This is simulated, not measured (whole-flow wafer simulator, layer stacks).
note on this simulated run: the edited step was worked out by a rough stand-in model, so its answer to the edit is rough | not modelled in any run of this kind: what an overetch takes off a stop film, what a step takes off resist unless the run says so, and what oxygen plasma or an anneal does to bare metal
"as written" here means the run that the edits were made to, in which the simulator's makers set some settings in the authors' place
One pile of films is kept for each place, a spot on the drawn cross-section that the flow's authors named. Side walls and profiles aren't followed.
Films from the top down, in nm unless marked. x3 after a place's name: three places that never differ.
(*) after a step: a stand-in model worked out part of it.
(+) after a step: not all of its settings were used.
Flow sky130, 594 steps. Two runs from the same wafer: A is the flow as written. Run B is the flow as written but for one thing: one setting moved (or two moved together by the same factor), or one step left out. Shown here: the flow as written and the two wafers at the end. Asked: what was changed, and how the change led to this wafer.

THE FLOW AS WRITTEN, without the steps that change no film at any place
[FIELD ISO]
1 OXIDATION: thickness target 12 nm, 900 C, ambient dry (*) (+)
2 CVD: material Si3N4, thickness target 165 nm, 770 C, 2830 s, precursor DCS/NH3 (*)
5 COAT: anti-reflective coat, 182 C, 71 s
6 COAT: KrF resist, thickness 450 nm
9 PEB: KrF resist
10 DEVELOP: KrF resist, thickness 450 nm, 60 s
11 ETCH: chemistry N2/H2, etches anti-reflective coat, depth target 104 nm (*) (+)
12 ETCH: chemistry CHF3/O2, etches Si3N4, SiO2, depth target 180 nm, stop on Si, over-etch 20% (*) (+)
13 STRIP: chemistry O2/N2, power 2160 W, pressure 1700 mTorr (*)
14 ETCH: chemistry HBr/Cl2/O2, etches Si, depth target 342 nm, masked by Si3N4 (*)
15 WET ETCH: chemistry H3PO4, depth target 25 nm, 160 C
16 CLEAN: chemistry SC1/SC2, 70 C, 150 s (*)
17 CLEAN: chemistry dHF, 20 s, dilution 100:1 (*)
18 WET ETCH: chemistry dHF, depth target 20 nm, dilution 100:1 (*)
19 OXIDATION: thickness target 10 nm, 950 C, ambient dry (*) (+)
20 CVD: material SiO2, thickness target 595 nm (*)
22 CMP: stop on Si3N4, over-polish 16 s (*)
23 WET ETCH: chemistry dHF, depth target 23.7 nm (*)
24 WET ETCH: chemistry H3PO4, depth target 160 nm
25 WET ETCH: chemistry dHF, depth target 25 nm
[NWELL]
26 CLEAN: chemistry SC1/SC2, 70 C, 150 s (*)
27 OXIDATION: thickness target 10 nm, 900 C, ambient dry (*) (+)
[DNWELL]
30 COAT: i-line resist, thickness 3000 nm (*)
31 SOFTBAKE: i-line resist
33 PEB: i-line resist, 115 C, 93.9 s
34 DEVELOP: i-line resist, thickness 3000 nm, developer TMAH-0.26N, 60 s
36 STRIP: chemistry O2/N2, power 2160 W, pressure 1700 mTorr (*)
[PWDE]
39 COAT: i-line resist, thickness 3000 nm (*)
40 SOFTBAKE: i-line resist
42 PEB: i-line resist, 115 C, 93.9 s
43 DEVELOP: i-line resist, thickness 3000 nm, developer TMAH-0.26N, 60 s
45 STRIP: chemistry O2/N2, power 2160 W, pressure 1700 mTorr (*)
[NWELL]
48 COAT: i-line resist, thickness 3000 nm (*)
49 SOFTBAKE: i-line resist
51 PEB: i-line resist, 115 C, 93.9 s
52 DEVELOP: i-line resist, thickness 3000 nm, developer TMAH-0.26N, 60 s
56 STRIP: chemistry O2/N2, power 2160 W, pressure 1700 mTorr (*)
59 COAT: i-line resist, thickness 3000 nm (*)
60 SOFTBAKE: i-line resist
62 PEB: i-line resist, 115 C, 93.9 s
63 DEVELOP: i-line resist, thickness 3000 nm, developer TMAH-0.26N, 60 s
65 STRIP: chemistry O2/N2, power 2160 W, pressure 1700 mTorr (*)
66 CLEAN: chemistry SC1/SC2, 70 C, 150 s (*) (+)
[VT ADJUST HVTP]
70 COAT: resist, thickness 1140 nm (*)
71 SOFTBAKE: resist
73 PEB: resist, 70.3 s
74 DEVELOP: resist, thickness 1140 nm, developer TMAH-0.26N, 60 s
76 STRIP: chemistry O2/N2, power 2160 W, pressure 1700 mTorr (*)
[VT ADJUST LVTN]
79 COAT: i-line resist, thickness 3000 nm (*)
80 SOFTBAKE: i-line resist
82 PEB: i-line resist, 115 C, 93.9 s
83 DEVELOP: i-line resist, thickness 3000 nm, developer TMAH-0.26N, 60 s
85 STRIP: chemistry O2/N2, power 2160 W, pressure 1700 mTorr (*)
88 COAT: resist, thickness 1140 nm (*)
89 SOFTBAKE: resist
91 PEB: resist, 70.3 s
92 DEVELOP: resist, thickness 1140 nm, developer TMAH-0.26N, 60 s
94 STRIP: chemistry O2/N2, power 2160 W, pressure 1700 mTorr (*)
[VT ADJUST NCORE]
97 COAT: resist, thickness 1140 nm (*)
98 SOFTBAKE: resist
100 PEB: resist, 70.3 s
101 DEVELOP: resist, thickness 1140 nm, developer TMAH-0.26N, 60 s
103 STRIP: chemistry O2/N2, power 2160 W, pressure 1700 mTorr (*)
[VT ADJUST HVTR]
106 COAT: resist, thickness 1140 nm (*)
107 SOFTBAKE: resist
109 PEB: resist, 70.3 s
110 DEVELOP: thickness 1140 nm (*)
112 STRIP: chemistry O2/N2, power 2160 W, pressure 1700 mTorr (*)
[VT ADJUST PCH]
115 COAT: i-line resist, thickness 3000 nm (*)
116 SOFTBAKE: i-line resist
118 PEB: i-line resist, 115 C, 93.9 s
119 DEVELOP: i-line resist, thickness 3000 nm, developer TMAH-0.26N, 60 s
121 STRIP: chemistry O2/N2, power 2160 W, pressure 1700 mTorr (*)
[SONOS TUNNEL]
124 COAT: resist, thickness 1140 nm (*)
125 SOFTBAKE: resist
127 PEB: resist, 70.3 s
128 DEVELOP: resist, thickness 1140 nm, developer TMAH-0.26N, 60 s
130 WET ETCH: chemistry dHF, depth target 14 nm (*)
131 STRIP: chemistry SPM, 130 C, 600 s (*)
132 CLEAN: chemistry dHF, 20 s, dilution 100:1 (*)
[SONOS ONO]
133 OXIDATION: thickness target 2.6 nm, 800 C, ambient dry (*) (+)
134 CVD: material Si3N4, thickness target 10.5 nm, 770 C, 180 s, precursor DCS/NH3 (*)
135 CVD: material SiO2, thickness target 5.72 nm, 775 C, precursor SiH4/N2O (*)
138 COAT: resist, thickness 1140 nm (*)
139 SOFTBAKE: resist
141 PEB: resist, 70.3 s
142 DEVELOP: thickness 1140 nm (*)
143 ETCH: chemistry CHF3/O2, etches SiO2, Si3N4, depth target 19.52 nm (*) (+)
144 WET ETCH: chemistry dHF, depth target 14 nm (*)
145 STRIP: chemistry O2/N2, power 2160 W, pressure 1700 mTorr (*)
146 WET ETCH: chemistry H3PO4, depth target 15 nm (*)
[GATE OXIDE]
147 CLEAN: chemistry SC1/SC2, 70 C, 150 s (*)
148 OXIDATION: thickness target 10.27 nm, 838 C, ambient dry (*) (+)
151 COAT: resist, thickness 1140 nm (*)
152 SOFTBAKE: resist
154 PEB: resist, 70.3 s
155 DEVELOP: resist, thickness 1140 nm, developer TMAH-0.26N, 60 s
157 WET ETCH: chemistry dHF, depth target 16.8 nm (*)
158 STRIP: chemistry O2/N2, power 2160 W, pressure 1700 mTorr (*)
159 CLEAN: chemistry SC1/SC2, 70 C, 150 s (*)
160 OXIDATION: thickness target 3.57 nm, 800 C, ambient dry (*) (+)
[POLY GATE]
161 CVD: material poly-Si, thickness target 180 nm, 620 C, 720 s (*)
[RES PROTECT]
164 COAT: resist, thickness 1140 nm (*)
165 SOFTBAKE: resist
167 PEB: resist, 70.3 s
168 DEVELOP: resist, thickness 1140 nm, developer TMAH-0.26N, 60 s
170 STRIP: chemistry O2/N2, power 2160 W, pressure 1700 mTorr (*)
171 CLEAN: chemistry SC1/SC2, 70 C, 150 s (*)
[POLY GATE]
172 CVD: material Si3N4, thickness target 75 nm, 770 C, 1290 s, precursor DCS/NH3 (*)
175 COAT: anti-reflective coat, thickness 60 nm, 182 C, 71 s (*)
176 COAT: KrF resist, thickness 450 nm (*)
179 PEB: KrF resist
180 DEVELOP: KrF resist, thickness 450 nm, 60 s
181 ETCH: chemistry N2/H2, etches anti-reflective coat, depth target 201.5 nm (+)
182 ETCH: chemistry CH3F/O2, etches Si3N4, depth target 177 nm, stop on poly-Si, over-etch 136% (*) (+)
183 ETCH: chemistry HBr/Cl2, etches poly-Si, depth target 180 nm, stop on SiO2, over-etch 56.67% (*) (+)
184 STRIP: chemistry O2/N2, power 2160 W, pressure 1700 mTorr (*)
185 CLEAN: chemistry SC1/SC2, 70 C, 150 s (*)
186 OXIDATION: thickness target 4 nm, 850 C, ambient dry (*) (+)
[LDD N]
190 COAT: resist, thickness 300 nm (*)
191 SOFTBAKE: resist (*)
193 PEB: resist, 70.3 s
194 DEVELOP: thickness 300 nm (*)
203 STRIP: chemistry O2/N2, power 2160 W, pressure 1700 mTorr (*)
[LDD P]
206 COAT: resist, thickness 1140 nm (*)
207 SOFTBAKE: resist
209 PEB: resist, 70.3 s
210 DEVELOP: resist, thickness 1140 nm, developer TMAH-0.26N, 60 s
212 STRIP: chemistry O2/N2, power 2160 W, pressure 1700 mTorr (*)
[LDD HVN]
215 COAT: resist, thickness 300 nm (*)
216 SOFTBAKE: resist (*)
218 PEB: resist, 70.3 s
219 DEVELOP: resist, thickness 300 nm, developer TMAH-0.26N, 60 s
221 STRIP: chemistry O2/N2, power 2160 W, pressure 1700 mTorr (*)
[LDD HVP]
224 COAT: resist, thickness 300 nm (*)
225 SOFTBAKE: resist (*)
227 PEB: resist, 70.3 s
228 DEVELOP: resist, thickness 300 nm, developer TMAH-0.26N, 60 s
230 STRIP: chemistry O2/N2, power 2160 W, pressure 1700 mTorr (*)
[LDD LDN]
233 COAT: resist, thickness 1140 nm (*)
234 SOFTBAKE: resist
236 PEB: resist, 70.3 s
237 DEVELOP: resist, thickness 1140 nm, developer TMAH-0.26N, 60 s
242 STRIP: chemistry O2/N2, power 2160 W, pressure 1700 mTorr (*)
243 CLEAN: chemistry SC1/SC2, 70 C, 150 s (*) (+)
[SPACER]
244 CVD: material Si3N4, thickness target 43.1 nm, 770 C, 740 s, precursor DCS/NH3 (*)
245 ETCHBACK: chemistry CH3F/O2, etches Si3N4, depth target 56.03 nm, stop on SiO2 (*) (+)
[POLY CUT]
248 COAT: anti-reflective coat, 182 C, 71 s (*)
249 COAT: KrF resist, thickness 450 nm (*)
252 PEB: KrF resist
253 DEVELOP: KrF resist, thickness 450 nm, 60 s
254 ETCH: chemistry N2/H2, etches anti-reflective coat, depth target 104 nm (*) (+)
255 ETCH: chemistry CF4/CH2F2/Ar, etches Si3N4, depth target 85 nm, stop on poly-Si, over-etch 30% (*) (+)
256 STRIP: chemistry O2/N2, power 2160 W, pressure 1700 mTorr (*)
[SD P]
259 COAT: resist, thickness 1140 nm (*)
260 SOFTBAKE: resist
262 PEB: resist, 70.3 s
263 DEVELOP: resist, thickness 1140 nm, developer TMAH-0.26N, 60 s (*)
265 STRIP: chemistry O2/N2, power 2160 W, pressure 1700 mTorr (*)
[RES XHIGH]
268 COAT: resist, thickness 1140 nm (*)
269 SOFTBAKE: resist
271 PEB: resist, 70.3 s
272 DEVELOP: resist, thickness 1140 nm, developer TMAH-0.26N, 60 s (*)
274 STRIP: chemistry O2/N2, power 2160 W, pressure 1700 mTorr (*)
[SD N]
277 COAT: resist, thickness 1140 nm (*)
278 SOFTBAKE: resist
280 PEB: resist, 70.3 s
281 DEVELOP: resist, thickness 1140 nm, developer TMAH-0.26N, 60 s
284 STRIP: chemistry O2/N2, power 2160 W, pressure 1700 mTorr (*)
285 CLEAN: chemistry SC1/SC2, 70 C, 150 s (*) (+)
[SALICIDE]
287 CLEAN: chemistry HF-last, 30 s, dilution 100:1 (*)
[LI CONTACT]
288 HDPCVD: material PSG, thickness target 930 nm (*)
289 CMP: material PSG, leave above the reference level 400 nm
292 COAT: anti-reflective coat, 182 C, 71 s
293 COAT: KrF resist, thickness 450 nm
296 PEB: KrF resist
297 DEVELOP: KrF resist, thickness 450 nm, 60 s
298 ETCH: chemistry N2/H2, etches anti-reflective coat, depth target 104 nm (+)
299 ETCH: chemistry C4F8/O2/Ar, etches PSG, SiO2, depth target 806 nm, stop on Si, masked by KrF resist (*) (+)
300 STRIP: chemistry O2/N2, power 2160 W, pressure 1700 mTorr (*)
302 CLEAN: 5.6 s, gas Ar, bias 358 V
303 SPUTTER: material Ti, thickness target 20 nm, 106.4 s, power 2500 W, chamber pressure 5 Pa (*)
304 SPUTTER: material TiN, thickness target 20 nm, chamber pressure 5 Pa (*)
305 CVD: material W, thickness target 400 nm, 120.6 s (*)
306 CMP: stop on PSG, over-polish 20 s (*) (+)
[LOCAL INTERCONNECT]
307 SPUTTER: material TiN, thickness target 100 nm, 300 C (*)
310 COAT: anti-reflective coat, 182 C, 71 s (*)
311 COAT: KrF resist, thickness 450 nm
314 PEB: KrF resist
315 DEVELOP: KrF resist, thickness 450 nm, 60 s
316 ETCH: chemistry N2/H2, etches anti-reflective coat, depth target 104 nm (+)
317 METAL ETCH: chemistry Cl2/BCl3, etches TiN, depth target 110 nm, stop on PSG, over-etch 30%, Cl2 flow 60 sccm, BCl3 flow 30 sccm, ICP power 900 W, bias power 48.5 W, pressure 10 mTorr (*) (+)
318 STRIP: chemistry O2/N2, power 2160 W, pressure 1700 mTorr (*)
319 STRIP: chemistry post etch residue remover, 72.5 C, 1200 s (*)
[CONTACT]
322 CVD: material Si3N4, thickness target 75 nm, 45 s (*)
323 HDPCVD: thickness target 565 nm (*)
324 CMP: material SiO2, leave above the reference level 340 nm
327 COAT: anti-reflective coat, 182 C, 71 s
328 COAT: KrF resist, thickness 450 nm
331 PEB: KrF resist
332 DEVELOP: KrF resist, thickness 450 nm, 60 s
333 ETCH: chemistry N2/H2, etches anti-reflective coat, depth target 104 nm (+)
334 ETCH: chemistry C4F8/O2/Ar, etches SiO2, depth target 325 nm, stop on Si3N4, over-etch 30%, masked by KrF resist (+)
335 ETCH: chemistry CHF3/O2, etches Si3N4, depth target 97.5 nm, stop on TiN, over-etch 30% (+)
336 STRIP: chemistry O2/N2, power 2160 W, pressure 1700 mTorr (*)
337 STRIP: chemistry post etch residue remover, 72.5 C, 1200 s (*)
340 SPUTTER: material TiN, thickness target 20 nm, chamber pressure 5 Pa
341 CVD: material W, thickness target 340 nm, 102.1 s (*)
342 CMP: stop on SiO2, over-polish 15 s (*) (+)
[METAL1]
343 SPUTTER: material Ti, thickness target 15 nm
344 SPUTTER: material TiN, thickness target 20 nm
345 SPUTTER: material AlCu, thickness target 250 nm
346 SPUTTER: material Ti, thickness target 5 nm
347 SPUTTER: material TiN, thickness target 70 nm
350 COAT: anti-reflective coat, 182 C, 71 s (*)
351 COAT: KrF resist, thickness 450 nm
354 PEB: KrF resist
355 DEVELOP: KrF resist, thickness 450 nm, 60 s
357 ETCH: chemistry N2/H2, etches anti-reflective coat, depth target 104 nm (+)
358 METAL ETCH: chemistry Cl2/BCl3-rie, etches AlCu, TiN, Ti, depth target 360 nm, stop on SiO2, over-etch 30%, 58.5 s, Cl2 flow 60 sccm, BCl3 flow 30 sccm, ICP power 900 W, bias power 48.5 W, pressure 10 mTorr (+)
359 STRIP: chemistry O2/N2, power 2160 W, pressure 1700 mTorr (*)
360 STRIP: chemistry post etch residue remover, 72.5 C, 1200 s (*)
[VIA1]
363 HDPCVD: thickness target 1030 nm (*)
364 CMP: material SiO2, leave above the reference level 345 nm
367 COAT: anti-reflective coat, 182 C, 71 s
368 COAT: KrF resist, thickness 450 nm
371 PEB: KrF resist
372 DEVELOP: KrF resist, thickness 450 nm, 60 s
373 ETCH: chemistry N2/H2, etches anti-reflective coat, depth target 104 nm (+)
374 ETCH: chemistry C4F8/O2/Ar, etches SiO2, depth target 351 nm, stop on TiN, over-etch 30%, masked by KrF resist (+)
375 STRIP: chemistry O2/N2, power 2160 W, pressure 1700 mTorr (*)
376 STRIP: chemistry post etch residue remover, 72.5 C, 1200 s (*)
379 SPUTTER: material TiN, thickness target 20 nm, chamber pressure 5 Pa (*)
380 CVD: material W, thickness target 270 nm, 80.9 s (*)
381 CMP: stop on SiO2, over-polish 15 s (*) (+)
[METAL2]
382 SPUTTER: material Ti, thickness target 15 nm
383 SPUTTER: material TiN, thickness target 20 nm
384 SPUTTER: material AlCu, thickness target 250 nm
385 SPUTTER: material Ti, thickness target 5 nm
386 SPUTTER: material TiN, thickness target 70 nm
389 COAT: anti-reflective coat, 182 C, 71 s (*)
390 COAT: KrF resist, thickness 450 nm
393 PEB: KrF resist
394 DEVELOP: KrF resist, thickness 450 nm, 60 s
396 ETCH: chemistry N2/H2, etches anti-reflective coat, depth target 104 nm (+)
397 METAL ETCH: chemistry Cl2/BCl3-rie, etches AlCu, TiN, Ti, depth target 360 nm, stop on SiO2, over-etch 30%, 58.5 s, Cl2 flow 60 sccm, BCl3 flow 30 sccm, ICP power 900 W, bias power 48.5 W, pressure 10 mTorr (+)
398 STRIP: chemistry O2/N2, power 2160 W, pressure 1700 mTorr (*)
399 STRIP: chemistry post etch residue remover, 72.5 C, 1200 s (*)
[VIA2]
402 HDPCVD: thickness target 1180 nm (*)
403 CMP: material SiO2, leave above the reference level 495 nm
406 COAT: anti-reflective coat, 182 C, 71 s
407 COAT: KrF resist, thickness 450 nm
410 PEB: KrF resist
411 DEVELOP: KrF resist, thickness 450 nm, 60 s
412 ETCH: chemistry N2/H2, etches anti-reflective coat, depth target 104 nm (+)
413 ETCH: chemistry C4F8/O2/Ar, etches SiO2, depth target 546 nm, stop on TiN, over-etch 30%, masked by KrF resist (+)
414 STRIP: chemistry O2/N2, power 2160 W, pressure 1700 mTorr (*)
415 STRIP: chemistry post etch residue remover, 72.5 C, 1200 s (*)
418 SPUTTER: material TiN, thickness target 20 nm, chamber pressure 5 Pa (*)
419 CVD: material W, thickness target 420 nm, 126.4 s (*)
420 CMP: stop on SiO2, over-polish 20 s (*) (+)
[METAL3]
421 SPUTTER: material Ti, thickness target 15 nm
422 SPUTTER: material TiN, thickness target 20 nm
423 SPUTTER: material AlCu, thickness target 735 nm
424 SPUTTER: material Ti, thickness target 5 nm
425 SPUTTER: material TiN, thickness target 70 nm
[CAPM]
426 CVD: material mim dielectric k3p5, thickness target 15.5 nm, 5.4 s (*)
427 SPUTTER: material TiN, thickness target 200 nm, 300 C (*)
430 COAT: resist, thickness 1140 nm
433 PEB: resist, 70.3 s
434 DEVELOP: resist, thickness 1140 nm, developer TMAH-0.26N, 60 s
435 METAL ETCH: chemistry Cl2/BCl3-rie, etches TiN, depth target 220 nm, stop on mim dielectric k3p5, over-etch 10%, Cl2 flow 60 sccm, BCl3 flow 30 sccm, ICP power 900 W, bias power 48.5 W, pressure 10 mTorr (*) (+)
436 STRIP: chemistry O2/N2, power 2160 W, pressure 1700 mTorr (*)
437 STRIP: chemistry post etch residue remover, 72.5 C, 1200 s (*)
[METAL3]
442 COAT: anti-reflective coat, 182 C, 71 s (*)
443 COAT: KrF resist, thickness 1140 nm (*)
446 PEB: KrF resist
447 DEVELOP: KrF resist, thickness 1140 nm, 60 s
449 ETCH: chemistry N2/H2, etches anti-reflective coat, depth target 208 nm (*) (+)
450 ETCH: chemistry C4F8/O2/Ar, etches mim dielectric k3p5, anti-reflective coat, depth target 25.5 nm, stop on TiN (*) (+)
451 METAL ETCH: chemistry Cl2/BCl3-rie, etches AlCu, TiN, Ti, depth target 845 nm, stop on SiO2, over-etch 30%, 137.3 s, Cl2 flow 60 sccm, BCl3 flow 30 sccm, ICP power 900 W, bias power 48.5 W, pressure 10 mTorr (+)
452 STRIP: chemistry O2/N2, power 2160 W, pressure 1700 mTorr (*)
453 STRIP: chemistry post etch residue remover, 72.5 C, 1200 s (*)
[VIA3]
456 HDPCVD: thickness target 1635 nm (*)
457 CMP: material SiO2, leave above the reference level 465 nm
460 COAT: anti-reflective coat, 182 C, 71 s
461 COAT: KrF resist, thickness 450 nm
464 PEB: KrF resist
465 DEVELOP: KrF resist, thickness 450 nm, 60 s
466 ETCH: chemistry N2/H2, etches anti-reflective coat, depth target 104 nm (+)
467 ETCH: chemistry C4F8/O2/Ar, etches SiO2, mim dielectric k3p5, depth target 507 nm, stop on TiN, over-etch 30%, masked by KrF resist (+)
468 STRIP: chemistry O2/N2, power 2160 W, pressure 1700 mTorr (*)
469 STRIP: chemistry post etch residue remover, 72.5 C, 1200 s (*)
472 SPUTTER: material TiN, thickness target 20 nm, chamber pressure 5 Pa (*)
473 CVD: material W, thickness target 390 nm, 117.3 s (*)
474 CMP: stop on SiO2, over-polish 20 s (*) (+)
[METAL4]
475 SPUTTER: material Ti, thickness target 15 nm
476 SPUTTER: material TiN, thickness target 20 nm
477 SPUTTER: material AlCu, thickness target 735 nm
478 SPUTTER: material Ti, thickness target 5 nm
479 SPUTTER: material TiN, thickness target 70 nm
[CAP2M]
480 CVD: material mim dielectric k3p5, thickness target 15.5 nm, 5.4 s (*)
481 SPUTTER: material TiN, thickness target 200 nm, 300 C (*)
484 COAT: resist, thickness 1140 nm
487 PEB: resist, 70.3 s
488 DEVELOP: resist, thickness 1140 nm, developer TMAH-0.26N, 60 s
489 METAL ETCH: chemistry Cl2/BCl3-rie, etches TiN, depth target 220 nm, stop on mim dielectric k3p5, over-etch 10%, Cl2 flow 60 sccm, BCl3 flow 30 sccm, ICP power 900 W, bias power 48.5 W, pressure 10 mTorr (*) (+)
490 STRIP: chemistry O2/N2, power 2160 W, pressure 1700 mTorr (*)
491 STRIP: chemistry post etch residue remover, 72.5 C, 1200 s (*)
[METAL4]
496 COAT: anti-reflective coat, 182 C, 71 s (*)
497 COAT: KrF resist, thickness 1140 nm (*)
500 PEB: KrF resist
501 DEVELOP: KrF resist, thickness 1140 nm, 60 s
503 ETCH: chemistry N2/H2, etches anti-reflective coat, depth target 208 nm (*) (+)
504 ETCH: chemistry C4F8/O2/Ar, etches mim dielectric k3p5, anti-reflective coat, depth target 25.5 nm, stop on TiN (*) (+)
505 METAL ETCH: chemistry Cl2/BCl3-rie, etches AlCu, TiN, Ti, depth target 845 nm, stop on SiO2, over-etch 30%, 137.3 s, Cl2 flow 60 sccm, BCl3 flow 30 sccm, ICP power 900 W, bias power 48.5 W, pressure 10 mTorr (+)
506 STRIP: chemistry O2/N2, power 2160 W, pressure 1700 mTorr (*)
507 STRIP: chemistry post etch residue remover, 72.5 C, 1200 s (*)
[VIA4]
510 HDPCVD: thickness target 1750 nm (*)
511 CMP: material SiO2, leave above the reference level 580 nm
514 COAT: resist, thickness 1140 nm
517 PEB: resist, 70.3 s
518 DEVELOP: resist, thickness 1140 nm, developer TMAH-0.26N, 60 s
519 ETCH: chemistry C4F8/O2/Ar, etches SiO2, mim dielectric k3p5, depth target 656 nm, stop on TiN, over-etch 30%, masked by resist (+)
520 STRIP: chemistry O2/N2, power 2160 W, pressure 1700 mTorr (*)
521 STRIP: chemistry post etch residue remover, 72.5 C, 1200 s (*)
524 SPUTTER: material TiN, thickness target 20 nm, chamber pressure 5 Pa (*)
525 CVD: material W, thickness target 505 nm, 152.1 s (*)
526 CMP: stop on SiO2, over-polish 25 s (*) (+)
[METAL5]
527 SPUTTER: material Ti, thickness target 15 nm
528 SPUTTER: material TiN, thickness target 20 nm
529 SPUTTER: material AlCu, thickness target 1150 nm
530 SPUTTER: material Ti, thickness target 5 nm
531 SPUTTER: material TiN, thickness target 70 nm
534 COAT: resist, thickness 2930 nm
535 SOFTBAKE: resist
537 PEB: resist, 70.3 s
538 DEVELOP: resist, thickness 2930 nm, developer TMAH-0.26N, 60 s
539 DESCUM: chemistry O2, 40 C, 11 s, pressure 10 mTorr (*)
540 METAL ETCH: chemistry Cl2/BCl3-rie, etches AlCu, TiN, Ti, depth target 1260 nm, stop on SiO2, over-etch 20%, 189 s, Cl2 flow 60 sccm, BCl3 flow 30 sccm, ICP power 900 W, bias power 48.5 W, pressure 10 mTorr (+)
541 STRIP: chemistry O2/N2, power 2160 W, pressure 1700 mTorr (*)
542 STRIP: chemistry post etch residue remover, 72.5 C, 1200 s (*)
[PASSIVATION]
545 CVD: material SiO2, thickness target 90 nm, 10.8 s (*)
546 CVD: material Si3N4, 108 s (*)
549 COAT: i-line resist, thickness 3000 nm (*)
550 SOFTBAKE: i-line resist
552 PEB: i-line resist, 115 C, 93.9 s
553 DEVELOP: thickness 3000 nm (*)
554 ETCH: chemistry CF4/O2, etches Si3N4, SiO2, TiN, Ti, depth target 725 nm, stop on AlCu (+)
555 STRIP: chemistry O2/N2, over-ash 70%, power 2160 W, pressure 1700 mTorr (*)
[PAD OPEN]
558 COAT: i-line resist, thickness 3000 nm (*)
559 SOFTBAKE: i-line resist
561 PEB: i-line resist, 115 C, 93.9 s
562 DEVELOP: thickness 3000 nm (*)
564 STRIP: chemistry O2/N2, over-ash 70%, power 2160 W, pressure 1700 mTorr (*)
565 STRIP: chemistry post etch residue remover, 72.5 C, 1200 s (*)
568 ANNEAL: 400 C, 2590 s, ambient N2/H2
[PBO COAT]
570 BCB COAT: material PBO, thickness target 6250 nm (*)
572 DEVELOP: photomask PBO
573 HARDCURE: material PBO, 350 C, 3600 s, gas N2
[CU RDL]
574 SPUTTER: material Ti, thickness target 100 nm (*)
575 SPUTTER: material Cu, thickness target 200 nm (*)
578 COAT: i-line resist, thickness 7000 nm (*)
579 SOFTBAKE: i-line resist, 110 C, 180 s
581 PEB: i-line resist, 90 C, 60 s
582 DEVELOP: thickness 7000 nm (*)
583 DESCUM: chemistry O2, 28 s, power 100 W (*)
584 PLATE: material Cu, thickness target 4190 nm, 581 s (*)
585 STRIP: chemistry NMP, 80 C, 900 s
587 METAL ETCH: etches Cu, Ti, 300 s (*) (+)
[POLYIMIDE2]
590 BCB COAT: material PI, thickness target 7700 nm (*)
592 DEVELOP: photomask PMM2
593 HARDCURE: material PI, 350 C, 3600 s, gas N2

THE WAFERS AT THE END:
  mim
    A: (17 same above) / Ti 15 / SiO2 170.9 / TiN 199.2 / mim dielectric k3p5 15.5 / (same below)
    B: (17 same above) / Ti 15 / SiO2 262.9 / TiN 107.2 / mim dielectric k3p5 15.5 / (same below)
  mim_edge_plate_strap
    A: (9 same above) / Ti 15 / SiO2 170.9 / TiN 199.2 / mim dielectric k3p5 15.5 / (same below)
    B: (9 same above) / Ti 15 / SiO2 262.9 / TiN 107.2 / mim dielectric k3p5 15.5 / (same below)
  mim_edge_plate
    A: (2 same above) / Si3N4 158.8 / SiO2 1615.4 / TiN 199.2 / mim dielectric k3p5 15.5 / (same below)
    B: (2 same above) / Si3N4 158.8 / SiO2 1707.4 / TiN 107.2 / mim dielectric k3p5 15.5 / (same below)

The cause: step 427, SPUTTER: thickness target 108 nm was run, where the flow has thickness target 200 nm.

How the change led to this, step by step:
  427 SPUTTER: material TiN, thickness target 200 nm, 300 C (*)
      field, active, n_well and 188 more: A TiN +200 (new film) | B TiN +108 (new film)
  435 METAL ETCH: chemistry Cl2/BCl3-rie, etches TiN, depth target 220 nm, stop on mim dielectric k3p5, over-etch 10%, Cl2 flow 60 sccm, BCl3 flow 30 sccm, ICP power 900 W, bias power 48.5 W, pressure 10 mTorr (*) (+)
      field, active, n_well and 185 more: A TiN -200 (all of it) | B TiN -108 (all of it)
      mim, mim_edge_plate_strap, mim_edge_plate: A resist -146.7 | B resist -79.2
  436 STRIP: chemistry O2/N2, power 2160 W, pressure 1700 mTorr (*)
      mim, mim_edge_plate_strap, mim_edge_plate: A resist -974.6 (all of it) | B resist -1042.1 (all of it)
  442 COAT: anti-reflective coat, 182 C, 71 s (*)
      poly_licon, rpo_hd_licon: A anti-reflective coat +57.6 (new film) | B anti-reflective coat +80.2 (new film)
      mim: A anti-reflective coat +40.4 (new film) | B anti-reflective coat +30.8 (new film)
      (and at 8 more places)
  443 COAT: KrF resist, thickness 1140 nm (*)
      mim_edge_plate_strap, mim_edge_plate: A KrF resist +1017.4 (new film) | B KrF resist +1109.4 (new film)
      poly_licon, rpo_hd_licon: A KrF resist +1171.3 (new film) | B KrF resist +1146.1 (new film)
      (and at 3 more places)
  447 DEVELOP: KrF resist, thickness 1140 nm, 60 s
      poly_licon, rpo_hd_licon: A KrF resist -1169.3 (all of it) | B KrF resist -1144.2 (all of it)
      rxpo_ln: A KrF resist -1165.6 (all of it) | B KrF resist -1138.7 (all of it)
  449 ETCH: chemistry N2/H2, etches anti-reflective coat, depth target 208 nm (*) (+)
      poly_licon, rpo_hd_licon: A anti-reflective coat -57.6 (all of it) | B anti-reflective coat -80.2 (all of it)
      rpo_hd: A anti-reflective coat -62 (all of it) | B anti-reflective coat -76.9 (all of it)
      (and at 2 more places)
  452 STRIP: chemistry O2/N2, power 2160 W, pressure 1700 mTorr (*)
      mim_edge_plate_strap, mim_edge_plate: A KrF resist -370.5 (all of it), anti-reflective coat -3 (all of it) | B KrF resist -462.3 (all of it), anti-reflective coat -3 (all of it)
      mim: A KrF resist -378.7 (all of it), anti-reflective coat -40.4 (all of it) | B KrF resist -453.4 (all of it), anti-reflective coat -30.8 (all of it)
      (and at 5 more places)
  457 CMP: material SiO2, leave above the reference level 465 nm
      mim, mim_edge_plate_strap, mim_edge_plate: A SiO2 -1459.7 | B SiO2 -1367.7
